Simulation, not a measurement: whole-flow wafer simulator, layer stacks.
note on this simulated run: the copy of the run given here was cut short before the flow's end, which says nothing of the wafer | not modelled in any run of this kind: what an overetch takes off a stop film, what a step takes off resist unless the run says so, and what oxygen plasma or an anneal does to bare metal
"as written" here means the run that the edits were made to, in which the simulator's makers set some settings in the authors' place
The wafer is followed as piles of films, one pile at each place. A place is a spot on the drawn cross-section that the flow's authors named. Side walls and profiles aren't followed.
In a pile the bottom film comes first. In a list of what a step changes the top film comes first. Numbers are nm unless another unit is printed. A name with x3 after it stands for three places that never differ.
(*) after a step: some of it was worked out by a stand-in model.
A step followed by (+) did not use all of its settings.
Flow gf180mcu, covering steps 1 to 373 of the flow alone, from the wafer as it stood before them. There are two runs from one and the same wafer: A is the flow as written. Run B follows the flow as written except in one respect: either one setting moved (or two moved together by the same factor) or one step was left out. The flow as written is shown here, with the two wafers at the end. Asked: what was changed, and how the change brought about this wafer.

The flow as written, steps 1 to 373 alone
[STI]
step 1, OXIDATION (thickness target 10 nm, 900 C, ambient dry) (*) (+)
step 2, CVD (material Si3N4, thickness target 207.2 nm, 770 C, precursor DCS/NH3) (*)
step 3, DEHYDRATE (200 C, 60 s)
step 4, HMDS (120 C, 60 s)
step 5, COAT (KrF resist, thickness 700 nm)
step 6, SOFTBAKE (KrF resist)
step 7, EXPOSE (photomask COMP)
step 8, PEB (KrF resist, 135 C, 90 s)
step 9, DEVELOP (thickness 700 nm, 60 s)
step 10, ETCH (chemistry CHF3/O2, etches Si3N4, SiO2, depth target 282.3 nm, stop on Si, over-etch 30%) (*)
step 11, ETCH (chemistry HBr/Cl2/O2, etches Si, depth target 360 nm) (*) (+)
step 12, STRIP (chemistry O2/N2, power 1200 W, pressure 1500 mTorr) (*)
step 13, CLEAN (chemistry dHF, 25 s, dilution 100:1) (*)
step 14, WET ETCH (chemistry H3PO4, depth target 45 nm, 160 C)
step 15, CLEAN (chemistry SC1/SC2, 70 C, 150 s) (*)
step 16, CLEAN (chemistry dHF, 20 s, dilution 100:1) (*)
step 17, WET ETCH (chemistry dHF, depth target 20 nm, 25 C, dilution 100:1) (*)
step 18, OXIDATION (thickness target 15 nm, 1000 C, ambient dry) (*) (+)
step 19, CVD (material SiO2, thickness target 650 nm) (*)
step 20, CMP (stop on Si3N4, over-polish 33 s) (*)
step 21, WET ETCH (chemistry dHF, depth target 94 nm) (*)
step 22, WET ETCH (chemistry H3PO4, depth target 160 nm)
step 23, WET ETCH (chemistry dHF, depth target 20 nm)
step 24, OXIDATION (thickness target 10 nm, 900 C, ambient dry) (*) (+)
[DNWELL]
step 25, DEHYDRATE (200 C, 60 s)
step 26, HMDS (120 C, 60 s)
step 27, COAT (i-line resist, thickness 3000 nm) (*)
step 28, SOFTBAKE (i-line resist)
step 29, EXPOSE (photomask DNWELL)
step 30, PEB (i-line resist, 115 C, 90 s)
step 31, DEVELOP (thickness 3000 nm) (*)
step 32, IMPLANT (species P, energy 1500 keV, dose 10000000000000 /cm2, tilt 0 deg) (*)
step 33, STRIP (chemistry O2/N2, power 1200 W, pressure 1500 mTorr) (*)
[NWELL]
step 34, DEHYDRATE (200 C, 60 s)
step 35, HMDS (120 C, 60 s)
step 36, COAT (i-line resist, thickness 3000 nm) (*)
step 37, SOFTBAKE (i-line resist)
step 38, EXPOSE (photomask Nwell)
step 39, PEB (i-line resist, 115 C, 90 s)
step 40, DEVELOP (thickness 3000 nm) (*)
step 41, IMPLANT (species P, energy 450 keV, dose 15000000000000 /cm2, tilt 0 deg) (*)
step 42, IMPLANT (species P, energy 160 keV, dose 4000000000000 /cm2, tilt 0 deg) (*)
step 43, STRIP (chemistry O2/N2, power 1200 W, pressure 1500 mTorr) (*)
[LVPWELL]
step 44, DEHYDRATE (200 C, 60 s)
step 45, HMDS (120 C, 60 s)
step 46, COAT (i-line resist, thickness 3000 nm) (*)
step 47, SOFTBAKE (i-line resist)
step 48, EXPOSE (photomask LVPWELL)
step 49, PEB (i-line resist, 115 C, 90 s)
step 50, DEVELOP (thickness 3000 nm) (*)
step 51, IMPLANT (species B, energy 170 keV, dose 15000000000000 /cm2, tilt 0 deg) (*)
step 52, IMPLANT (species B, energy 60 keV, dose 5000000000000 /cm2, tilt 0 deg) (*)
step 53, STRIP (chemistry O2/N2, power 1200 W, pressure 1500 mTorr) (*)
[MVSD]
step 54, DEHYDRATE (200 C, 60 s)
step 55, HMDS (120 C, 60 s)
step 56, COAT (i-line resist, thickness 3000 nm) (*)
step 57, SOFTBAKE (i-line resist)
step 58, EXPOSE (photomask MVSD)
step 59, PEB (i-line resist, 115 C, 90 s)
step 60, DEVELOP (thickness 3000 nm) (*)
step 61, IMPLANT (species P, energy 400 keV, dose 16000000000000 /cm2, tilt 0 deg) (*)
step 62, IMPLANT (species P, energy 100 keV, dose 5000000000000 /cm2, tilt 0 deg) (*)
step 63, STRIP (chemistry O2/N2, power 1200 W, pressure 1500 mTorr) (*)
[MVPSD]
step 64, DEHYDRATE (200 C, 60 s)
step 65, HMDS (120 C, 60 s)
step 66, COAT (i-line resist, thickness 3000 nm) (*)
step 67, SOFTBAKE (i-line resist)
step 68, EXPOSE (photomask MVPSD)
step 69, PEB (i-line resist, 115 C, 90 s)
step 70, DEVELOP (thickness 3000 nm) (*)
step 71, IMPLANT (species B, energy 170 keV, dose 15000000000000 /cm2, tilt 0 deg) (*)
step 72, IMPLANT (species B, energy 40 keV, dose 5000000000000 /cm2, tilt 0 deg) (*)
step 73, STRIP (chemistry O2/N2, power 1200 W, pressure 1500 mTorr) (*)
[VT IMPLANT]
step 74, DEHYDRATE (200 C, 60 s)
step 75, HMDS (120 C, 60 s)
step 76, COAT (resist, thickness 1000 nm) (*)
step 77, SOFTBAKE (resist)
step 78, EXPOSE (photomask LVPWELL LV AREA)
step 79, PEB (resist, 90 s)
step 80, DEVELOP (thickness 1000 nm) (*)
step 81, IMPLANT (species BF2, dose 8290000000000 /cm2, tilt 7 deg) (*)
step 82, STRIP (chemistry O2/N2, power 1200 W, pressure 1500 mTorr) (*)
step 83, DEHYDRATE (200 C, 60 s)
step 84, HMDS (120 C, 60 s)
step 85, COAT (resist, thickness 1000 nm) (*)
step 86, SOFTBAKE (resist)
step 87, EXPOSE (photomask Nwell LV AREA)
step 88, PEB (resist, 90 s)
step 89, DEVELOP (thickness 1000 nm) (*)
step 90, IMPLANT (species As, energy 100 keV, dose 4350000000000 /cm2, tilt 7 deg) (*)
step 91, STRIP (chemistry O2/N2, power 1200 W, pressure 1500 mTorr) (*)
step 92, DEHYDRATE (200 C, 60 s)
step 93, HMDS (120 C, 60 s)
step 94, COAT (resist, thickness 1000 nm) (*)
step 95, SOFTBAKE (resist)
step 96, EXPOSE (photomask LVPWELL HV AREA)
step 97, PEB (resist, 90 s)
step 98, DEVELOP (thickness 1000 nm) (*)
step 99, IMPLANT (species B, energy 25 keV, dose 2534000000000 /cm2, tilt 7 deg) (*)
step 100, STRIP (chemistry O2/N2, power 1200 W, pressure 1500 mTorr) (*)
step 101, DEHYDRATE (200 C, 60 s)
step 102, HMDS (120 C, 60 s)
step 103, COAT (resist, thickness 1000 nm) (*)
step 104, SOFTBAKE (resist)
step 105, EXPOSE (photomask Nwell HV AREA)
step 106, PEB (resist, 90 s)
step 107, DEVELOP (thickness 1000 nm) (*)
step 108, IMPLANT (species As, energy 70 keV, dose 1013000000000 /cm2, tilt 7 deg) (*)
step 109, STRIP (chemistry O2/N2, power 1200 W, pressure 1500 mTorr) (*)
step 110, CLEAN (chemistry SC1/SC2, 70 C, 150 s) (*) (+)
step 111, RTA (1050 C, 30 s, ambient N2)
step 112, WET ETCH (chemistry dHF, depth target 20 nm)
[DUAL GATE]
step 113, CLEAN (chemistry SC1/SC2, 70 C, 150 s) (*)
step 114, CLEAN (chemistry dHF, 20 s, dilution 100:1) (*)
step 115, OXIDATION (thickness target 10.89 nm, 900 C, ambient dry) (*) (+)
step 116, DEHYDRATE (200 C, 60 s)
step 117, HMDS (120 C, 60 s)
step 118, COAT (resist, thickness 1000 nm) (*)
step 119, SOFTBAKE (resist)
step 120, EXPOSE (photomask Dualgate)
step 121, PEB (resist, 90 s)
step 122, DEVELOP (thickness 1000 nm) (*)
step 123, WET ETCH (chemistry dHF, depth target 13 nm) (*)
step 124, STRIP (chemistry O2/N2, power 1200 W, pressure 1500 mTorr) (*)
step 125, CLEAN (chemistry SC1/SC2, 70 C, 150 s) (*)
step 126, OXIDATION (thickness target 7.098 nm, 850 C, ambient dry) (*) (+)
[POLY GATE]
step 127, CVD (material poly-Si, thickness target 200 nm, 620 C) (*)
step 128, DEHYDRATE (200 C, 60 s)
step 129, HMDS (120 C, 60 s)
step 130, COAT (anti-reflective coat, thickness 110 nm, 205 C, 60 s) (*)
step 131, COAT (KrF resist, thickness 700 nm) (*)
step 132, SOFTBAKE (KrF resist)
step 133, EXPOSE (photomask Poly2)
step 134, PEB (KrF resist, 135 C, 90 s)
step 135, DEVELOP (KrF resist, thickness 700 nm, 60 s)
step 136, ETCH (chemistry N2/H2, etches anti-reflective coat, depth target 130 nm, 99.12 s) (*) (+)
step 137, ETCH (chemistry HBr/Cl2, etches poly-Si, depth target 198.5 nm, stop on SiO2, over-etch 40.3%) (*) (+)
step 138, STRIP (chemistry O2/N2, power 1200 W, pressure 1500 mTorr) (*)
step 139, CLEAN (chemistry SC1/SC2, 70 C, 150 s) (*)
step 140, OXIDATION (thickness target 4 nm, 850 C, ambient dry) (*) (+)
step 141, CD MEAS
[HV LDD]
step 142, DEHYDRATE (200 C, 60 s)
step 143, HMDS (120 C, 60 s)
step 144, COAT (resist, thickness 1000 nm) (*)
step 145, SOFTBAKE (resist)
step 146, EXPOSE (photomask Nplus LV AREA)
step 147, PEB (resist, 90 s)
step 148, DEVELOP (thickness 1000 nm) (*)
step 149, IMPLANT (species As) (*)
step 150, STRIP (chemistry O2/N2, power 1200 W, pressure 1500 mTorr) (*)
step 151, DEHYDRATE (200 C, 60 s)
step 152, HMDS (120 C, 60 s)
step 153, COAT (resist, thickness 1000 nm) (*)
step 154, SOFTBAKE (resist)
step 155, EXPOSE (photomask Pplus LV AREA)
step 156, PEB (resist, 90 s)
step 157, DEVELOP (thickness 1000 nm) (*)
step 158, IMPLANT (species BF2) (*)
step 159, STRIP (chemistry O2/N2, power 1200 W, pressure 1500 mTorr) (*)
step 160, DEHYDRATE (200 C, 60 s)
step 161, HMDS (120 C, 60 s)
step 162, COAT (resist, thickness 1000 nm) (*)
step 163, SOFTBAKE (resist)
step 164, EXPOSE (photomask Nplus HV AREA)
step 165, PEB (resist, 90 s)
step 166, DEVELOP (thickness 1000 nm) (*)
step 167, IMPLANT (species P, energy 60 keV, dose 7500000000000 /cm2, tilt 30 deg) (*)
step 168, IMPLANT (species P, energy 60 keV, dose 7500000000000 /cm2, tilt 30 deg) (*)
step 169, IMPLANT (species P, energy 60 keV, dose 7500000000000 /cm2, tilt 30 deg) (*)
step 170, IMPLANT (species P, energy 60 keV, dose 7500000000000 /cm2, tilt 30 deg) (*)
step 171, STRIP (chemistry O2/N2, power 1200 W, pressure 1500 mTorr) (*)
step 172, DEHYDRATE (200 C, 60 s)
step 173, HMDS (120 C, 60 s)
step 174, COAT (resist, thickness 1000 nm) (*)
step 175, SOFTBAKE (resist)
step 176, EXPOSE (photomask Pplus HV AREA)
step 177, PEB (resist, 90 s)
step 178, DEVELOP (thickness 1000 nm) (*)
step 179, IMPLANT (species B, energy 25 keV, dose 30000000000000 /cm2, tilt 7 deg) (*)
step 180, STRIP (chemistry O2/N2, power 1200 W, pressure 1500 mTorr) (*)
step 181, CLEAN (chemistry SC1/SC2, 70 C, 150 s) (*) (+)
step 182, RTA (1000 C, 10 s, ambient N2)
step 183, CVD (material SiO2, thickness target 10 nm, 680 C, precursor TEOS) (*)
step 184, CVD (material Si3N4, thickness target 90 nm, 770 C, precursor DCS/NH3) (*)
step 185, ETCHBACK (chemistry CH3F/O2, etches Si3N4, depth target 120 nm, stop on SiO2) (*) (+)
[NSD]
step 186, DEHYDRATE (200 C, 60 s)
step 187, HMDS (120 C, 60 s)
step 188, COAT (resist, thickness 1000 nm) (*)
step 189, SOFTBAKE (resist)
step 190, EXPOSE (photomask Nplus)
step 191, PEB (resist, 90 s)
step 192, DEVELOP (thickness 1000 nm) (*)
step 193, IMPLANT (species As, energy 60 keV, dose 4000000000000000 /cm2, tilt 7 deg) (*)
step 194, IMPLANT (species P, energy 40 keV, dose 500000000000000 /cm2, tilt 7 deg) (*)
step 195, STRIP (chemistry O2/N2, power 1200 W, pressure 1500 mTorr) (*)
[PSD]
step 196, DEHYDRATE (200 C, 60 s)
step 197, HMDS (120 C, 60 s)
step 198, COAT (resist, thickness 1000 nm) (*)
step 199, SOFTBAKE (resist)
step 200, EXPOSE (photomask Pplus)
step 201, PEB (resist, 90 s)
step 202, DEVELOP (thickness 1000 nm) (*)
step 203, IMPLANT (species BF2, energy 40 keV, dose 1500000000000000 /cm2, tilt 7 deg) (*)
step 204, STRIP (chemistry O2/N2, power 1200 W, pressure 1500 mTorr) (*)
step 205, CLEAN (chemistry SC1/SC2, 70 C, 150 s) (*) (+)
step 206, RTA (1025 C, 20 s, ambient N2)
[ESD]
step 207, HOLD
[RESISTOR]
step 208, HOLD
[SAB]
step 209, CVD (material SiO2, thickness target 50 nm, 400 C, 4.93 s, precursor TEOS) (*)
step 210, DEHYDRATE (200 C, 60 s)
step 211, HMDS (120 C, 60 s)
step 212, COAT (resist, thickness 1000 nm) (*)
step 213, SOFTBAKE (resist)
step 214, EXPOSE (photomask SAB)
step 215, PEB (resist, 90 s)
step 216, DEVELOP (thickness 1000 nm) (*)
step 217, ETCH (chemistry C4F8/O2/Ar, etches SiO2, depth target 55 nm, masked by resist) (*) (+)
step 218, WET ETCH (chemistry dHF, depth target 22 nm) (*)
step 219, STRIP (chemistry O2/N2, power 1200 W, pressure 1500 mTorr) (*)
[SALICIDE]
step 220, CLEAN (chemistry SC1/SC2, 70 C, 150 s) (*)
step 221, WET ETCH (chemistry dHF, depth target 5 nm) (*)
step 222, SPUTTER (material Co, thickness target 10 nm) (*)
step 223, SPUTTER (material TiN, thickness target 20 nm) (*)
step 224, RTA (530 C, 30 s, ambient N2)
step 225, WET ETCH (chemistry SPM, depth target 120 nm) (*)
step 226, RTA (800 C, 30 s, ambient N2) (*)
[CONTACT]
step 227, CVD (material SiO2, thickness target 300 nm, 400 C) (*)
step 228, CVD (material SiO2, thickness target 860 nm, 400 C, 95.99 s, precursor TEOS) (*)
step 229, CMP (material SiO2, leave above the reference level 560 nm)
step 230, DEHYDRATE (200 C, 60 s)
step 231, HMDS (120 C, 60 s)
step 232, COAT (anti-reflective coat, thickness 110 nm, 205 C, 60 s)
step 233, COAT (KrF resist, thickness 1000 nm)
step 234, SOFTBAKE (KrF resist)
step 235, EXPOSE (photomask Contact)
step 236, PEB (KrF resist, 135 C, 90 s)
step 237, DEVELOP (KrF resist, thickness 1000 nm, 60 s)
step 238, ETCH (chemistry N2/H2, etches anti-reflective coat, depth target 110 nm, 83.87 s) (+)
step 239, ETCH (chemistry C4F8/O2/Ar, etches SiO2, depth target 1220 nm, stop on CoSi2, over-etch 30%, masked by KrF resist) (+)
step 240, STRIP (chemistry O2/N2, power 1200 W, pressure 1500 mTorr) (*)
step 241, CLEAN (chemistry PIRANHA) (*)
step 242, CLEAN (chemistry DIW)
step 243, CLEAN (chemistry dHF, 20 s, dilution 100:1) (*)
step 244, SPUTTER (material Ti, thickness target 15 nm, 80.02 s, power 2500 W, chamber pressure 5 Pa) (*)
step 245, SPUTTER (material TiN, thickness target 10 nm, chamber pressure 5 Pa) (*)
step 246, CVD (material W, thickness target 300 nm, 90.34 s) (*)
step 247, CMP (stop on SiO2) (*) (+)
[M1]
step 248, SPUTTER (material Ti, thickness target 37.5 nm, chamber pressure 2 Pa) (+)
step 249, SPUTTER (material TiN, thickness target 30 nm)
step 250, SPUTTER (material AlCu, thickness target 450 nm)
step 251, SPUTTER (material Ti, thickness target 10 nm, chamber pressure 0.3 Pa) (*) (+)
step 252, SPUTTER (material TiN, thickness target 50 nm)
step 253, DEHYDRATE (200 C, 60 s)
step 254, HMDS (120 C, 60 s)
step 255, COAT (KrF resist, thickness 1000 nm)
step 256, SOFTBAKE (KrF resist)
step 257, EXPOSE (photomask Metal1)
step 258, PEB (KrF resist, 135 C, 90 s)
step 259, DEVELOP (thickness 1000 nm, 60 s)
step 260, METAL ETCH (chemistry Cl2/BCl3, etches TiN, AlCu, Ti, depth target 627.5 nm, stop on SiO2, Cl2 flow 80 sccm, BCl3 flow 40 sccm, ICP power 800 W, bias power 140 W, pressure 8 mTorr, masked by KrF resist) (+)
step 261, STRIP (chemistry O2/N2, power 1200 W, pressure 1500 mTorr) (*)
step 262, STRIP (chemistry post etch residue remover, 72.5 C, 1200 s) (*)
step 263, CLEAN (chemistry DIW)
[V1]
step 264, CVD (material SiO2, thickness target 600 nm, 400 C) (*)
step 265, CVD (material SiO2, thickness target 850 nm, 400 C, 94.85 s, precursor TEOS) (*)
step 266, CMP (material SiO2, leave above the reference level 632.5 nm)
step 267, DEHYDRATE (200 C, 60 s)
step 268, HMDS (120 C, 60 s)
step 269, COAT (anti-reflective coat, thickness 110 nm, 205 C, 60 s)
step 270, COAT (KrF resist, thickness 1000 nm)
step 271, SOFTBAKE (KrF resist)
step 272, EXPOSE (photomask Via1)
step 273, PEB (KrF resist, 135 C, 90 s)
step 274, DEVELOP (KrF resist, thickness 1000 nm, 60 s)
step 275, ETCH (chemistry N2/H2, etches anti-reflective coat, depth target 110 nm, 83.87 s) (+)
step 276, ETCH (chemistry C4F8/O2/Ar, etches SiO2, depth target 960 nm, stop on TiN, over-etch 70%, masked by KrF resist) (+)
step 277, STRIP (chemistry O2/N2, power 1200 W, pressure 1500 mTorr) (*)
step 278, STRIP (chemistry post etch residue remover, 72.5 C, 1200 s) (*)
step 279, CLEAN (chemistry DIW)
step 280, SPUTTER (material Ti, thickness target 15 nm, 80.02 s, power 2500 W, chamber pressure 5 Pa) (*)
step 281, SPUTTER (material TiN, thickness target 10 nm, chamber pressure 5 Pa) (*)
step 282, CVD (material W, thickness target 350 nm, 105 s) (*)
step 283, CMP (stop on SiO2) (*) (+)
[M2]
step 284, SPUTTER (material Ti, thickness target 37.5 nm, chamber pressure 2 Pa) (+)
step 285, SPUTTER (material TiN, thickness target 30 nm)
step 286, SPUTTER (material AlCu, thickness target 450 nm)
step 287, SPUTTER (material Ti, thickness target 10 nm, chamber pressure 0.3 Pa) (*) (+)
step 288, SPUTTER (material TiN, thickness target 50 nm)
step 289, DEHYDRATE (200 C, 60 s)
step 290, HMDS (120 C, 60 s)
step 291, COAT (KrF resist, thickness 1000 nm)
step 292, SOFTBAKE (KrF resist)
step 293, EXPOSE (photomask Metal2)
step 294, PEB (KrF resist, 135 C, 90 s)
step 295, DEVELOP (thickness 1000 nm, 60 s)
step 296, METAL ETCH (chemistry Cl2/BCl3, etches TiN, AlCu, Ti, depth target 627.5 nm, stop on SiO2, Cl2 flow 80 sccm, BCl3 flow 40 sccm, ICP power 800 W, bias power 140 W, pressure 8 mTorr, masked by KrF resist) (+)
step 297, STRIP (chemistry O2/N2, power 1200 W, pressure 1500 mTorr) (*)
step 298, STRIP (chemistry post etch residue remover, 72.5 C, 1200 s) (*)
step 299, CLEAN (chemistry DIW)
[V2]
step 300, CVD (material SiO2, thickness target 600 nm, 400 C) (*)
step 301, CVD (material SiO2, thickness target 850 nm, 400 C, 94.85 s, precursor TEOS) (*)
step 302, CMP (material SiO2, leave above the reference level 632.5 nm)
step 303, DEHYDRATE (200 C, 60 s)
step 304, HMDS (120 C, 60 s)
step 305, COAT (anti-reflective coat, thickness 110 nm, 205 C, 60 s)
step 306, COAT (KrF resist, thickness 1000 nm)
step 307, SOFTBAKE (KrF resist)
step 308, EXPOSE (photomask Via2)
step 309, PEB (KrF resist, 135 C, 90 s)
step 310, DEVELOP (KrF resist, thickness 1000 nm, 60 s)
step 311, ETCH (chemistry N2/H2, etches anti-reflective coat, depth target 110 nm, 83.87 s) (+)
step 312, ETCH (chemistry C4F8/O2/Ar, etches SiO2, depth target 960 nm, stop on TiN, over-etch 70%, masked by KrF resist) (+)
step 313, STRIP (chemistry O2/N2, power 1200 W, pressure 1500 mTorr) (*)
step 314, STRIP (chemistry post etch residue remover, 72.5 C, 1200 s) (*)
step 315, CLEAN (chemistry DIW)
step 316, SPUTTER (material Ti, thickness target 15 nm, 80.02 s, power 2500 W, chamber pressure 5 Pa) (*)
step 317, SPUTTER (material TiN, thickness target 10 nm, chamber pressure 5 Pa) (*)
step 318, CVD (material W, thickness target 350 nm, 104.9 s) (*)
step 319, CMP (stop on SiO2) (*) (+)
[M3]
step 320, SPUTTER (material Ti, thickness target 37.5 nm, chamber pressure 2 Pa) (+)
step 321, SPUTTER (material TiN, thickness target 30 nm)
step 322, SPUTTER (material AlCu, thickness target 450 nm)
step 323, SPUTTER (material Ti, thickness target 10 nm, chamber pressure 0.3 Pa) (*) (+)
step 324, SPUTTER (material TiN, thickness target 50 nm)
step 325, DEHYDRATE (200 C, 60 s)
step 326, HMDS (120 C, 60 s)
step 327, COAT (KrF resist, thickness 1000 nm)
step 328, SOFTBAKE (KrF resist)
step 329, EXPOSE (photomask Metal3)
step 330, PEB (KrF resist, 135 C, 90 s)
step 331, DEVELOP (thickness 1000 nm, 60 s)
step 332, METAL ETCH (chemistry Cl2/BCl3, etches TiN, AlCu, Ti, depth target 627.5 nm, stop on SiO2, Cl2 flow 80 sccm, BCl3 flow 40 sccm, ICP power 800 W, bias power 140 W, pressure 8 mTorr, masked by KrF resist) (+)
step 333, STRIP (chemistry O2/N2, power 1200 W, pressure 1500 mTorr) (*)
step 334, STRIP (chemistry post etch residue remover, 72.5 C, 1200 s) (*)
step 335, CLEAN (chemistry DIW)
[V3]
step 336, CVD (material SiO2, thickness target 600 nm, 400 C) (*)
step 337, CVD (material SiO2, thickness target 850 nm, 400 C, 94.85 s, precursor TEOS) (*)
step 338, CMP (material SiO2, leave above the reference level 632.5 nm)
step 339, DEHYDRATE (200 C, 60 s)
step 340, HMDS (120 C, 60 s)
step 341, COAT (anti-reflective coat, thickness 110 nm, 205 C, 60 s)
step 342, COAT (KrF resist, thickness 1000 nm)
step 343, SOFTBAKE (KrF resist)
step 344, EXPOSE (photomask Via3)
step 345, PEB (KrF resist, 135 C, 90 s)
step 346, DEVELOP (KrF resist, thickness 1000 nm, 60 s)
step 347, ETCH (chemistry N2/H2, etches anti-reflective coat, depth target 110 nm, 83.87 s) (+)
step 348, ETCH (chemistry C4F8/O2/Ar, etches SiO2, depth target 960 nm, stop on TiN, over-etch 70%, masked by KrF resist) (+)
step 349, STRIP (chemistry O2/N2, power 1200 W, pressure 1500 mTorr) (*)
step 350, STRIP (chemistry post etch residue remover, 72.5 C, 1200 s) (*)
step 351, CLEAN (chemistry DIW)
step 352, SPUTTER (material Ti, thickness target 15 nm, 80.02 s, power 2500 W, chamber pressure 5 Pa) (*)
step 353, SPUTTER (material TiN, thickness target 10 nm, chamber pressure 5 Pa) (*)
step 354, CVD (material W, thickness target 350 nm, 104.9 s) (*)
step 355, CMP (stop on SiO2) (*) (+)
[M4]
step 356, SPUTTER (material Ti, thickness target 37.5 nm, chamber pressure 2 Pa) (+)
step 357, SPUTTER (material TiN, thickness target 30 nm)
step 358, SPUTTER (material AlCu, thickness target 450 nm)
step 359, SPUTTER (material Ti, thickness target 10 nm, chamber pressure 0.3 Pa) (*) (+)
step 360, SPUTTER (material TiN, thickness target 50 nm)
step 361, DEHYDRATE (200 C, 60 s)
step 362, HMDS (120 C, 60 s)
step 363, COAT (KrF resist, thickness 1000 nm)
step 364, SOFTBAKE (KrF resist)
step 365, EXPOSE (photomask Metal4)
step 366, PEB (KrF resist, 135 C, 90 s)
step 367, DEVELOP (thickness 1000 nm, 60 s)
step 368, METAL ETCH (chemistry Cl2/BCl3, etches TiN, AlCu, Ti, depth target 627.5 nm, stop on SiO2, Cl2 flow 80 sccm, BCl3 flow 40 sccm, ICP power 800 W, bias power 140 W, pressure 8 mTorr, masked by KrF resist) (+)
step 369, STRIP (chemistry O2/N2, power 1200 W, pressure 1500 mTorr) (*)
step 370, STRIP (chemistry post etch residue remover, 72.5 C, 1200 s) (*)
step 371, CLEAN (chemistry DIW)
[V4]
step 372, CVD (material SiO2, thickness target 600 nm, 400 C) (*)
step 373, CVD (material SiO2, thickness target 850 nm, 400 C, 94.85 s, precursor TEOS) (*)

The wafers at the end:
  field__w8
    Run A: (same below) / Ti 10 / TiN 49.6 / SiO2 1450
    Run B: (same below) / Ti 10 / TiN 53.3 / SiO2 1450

The reason: step 360, SPUTTER: thickness target 53.7 nm was run, whereas the flow has thickness target 50 nm.

The path from the change to this, step by step:
  step 360, SPUTTER (material TiN, thickness target 50 nm)
      field, field__w1, field__w2 and 108 more: A +50 TiN (new film) | B +53.7 TiN (new film)
  step 368, METAL ETCH (chemistry Cl2/BCl3, etches TiN, AlCu, Ti, depth target 627.5 nm, stop on SiO2, Cl2 flow 80 sccm, BCl3 flow 40 sccm, ICP power 800 W, bias power 140 W, pressure 8 mTorr, masked by KrF resist) (+)
      field, field__w1, field__w2 and 103 more: A -50 TiN (all of it), -10 Ti (all of it), -450 AlCu (all of it), -30 TiN (all of it), -37.5 Ti (all of it) | B -53.7 TiN (all of it), -10 Ti (all of it), -450 AlCu (all of it), -30 TiN (all of it), -37.5 Ti (all of it)
